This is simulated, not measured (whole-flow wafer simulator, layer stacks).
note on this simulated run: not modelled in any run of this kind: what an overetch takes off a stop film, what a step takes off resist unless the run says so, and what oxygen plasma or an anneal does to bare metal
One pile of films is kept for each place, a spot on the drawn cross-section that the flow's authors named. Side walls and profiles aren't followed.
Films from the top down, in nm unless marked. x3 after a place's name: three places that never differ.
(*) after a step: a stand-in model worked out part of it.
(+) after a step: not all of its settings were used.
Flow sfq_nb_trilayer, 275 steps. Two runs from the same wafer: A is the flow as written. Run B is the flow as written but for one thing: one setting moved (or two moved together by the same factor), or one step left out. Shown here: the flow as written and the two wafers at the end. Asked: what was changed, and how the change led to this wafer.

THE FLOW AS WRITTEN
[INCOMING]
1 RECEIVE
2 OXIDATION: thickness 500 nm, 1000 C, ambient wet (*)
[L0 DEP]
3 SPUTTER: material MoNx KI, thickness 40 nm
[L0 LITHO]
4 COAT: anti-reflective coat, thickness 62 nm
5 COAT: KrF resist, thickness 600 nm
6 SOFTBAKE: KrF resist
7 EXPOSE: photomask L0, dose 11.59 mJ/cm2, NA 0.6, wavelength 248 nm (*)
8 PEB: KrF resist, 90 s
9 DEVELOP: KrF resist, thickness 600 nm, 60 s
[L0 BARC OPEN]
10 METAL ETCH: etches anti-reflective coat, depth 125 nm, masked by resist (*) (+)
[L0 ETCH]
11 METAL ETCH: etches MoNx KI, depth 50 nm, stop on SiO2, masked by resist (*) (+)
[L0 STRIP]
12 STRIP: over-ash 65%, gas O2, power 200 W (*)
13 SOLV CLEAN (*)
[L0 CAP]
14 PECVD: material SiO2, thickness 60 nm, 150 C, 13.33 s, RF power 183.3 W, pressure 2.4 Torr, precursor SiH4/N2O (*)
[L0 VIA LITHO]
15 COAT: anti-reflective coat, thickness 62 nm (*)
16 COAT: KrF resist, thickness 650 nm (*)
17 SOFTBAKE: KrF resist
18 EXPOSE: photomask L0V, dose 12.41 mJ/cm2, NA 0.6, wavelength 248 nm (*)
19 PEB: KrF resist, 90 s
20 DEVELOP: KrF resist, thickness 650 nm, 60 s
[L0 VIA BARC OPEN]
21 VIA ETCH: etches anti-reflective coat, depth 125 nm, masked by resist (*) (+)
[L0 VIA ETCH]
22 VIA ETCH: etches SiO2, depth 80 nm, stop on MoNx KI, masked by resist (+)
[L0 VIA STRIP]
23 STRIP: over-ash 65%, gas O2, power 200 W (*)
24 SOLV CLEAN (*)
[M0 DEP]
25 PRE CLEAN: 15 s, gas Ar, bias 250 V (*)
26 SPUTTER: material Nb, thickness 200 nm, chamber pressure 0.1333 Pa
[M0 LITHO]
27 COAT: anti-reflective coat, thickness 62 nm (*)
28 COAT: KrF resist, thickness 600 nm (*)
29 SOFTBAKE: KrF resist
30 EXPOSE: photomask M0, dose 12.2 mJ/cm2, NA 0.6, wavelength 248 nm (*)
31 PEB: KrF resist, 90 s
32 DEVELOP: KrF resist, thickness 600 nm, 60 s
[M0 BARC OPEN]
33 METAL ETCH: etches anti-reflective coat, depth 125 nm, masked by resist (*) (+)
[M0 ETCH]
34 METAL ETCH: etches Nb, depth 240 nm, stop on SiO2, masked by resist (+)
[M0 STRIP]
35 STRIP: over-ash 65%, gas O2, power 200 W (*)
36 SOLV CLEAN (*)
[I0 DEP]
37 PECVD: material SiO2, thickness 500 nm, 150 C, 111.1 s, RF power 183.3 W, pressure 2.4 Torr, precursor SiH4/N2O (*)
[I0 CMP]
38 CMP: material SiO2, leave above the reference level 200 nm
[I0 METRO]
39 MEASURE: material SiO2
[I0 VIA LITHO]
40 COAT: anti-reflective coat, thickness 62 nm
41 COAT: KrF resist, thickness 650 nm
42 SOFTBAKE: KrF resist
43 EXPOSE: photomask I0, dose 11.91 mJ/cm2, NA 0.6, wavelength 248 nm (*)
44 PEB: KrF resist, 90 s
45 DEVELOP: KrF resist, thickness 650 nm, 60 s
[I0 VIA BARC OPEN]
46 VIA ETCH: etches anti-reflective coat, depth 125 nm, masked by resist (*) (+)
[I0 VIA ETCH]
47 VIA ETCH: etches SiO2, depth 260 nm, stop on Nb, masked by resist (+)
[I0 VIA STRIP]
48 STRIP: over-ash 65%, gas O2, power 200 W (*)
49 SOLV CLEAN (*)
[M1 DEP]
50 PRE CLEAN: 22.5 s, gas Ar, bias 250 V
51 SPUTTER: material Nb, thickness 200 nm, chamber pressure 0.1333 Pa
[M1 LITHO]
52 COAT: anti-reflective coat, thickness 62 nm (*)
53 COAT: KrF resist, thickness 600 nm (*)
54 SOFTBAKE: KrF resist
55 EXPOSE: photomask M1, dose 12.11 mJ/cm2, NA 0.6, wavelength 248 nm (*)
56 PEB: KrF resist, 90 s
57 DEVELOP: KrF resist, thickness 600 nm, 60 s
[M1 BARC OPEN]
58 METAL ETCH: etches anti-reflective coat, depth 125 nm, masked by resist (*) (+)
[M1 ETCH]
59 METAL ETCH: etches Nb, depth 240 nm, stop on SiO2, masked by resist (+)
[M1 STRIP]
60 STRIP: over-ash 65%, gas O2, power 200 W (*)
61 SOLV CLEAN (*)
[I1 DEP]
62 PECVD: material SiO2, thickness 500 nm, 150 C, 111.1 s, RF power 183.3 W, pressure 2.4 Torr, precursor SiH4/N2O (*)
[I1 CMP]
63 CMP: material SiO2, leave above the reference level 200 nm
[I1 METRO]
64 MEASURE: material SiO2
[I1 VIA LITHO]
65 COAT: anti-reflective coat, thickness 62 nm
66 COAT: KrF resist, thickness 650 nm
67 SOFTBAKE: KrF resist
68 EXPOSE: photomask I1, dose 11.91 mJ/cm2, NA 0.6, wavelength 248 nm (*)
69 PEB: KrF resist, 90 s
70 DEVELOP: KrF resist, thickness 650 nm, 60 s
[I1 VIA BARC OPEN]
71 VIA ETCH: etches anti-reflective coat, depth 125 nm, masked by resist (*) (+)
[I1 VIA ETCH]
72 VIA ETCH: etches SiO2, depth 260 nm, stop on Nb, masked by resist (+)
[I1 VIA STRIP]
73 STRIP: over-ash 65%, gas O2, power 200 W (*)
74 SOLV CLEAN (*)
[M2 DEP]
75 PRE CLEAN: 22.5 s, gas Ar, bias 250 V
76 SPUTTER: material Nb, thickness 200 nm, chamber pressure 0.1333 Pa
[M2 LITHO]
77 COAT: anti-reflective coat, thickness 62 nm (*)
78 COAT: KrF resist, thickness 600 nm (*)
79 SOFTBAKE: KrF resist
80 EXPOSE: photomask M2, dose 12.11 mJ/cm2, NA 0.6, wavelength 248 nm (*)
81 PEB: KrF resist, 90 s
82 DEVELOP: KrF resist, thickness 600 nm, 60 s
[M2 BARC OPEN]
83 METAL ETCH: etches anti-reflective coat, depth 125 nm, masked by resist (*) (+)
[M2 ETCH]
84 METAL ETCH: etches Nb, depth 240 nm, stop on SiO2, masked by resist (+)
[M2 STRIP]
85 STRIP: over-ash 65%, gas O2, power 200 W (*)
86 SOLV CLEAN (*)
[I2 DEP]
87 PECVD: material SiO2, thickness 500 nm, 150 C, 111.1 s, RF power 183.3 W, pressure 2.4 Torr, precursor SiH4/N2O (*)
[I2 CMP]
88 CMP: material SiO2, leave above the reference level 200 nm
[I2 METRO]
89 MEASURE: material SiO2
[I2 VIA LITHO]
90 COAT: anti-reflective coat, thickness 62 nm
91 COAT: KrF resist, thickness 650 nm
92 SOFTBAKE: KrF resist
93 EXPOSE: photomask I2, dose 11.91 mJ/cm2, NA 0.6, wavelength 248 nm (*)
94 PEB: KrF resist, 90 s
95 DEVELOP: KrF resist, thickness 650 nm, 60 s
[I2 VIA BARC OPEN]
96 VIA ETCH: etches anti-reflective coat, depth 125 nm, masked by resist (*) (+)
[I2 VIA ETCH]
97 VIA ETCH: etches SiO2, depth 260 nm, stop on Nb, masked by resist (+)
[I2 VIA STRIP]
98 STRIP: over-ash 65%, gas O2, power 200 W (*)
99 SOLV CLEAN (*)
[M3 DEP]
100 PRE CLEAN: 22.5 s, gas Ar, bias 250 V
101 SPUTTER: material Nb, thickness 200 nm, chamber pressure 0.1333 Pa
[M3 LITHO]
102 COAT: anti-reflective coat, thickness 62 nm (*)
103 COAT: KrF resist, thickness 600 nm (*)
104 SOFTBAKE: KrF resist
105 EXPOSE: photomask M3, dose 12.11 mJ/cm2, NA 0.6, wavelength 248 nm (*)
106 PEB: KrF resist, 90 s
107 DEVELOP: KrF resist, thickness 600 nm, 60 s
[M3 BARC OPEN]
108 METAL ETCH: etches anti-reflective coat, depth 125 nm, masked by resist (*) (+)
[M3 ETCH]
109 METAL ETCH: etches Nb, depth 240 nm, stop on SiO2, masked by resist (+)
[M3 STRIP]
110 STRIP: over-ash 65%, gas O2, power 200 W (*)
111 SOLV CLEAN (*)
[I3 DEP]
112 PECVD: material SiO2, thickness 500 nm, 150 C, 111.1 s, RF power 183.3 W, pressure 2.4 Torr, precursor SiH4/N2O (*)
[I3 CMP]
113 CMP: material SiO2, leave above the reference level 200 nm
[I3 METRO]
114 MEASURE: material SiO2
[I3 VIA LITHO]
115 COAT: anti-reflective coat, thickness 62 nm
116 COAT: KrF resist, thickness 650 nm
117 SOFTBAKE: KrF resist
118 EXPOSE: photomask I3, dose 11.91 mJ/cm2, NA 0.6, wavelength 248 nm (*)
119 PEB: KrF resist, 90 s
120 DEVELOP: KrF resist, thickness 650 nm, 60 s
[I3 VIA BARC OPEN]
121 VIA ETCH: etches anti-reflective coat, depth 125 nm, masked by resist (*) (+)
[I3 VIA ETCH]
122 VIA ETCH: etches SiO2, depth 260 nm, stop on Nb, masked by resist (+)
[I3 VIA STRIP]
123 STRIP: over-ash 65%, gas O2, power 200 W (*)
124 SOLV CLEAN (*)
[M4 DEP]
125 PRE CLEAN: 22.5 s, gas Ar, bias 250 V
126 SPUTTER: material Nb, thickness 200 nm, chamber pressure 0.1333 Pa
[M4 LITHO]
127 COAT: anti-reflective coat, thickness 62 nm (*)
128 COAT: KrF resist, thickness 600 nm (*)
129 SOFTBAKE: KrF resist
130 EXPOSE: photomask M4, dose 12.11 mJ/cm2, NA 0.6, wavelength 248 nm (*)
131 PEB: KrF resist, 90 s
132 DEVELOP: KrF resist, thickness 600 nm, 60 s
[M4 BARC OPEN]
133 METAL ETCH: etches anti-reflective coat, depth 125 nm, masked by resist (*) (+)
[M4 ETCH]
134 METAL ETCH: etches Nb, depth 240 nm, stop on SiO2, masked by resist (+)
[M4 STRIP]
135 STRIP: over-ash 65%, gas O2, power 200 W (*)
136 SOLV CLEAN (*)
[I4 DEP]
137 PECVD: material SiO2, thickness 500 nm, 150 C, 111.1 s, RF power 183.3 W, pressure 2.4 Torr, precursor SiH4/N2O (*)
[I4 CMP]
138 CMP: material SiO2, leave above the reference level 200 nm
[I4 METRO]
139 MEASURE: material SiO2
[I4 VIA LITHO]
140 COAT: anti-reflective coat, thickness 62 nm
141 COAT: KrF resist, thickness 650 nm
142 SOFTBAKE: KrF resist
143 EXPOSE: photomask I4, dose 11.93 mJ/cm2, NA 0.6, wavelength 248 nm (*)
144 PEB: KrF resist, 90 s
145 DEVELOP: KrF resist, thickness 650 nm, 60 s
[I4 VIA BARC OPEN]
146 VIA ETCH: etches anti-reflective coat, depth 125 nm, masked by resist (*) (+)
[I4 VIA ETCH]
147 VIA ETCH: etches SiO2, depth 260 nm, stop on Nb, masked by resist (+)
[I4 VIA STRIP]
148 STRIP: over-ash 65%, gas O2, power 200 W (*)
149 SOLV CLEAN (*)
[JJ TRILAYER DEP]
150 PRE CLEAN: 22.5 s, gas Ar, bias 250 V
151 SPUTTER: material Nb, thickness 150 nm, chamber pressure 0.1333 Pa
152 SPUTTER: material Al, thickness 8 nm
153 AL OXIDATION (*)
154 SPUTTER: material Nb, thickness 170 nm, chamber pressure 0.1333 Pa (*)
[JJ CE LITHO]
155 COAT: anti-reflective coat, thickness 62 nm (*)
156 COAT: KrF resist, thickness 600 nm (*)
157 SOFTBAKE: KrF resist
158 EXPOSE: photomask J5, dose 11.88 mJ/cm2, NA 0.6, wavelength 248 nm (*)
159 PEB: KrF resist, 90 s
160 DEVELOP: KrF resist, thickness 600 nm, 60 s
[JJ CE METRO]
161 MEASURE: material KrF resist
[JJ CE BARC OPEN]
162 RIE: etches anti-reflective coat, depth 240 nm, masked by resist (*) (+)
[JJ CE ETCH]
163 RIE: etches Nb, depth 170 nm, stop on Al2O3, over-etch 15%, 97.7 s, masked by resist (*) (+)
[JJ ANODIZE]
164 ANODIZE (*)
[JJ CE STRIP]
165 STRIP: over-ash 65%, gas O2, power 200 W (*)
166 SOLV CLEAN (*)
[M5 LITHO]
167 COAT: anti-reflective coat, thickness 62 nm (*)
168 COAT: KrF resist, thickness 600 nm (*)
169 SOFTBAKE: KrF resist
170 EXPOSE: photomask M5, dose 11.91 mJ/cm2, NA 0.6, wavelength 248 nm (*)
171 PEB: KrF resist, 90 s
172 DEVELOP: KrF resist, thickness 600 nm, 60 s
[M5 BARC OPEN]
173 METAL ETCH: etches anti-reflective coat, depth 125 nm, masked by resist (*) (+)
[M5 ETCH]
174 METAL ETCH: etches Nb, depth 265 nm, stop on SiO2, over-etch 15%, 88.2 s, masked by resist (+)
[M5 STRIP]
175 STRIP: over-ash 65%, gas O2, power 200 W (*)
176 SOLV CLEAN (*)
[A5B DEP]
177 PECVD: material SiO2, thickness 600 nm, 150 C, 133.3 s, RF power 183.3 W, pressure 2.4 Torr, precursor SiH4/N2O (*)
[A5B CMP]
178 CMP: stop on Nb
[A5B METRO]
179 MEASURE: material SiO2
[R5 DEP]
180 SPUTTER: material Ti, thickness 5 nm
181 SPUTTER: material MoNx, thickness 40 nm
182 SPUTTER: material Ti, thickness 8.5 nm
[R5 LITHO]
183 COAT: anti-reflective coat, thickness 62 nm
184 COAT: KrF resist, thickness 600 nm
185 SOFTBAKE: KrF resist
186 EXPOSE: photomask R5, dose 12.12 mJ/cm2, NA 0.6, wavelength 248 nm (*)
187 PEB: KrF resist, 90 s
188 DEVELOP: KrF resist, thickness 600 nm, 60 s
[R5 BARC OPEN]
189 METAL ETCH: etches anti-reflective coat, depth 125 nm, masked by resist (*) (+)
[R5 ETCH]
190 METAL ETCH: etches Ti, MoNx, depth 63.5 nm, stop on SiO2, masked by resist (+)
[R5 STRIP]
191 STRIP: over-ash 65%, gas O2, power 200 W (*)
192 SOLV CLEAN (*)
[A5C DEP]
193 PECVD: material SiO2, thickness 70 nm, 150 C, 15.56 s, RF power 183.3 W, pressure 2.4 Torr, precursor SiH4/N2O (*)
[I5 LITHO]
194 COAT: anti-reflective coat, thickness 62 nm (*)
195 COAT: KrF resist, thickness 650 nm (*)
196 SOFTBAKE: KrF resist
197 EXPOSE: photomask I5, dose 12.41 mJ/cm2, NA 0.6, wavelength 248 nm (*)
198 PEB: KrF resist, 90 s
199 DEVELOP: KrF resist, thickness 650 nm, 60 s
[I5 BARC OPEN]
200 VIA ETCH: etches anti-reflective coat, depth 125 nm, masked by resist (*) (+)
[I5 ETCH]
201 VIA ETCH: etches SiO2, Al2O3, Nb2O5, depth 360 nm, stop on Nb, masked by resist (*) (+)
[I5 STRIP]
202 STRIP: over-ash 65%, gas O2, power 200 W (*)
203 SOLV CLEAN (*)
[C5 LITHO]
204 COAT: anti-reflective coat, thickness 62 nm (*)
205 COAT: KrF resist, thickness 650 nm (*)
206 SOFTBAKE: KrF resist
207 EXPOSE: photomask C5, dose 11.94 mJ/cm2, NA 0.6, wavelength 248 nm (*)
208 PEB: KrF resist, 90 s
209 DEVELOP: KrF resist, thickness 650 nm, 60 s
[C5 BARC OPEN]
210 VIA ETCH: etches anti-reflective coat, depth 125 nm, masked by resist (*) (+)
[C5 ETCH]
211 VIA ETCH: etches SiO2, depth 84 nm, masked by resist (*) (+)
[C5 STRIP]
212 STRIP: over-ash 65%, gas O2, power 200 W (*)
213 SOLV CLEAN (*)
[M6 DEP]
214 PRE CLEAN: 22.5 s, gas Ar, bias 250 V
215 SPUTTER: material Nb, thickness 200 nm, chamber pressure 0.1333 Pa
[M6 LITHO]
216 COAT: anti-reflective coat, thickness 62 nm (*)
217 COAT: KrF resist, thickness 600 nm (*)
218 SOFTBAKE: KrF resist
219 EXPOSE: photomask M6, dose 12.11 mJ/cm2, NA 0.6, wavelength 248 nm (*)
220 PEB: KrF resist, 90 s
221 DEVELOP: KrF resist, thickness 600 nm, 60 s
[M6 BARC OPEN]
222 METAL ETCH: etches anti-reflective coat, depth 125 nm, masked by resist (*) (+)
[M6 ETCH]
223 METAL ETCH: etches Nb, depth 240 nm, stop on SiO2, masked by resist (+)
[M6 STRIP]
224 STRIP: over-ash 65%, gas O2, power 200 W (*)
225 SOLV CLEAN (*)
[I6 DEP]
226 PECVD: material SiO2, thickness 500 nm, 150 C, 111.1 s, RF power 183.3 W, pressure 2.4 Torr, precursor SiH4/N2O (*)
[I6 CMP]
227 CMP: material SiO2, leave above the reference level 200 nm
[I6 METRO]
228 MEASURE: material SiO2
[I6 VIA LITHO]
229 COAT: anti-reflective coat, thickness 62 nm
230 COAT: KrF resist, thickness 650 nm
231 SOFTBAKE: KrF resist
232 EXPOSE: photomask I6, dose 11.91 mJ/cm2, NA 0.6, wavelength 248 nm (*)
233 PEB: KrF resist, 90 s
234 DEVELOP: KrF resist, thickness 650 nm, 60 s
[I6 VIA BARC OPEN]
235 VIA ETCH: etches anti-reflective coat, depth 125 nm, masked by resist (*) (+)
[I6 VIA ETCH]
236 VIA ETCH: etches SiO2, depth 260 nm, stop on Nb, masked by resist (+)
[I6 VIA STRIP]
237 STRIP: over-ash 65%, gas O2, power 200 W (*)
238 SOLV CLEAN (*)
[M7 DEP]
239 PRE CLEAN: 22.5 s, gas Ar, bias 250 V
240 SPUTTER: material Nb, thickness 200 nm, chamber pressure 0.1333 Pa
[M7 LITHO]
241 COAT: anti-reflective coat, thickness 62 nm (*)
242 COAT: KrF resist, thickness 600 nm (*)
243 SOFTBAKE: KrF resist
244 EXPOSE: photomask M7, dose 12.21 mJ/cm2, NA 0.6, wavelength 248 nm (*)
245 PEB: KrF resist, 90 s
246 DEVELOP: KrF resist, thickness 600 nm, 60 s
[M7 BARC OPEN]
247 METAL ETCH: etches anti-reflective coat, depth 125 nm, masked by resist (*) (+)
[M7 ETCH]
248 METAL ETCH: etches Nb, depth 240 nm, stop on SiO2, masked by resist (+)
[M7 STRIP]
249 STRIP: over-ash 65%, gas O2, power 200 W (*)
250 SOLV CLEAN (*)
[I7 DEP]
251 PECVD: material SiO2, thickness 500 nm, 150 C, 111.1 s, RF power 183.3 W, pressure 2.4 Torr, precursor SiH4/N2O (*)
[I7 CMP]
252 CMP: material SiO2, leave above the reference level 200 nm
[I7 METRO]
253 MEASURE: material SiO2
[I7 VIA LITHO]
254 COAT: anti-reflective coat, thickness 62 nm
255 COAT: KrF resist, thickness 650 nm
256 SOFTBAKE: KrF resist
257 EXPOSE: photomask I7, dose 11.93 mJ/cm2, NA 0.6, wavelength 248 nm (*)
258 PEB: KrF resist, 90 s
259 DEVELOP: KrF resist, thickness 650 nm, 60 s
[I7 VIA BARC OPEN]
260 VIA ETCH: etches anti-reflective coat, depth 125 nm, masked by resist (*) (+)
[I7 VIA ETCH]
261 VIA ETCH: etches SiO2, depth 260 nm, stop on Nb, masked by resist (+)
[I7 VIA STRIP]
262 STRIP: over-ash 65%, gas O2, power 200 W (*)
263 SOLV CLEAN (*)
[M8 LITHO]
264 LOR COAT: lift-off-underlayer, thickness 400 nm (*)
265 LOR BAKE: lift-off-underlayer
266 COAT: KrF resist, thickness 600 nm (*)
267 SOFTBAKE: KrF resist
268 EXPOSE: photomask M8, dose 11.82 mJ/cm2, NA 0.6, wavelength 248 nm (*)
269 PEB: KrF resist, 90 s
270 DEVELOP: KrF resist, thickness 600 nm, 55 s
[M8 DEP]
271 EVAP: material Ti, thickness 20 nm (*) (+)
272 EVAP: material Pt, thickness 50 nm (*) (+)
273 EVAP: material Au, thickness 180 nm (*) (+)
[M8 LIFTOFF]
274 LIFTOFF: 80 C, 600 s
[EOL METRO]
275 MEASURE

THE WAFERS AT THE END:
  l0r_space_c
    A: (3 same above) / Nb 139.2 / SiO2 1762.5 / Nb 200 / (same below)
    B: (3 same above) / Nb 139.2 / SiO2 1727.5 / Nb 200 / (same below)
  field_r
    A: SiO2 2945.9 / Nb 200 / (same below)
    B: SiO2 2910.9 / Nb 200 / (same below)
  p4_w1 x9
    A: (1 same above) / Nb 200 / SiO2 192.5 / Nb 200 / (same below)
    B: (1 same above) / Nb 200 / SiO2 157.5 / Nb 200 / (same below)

The cause: step 113, CMP: leave above the reference level 165 nm was run, where the flow has leave above the reference level 200 nm.

How the change led to this, step by step:
  113 CMP: material SiO2, leave above the reference level 200 nm
      field_l, be, be_sur and 64 more: A SiO2 -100 | B SiO2 -135
      v_sur, via_wl, via_wr and 27 more: A SiO2 -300 | B SiO2 -335
      (and at 9 more places)
  122 VIA ETCH: etches SiO2, depth 260 nm, stop on Nb, masked by resist (+)
      field_l, v_sur, via_wl and 102 more: A KrF resist -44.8 | B KrF resist -42.6
      via_v: A SiO2 -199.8 (all of it) | B SiO2 -164.8 (all of it)
  126 SPUTTER: material Nb, thickness 200 nm, chamber pressure 0.1333 Pa
      via_v: A Nb +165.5 | B Nb +173.2
  127 COAT: anti-reflective coat, thickness 62 nm (*)
      via_v: A anti-reflective coat +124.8 (new film) | B anti-reflective coat +115.3 (new film)
  128 COAT: KrF resist, thickness 600 nm (*)
      via_v: A KrF resist +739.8 (new film) | B KrF resist +712 (new film)
  135 STRIP: over-ash 65%, gas O2, power 200 W (*)
      via_v: A KrF resist -521.8 (all of it), anti-reflective coat -124.8 (all of it) | B KrF resist -494.1 (all of it), anti-reflective coat -115.3 (all of it)
  137 PECVD: material SiO2, thickness 500 nm, 150 C, 111.1 s, RF power 183.3 W, pressure 2.4 Torr, precursor SiH4/N2O (*)
      via_v: A SiO2 +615 (new film) | B SiO2 +547.8 (new film)
  138 CMP: material SiO2, leave above the reference level 200 nm
      via_v: A SiO2 -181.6 | B SiO2 -157.1
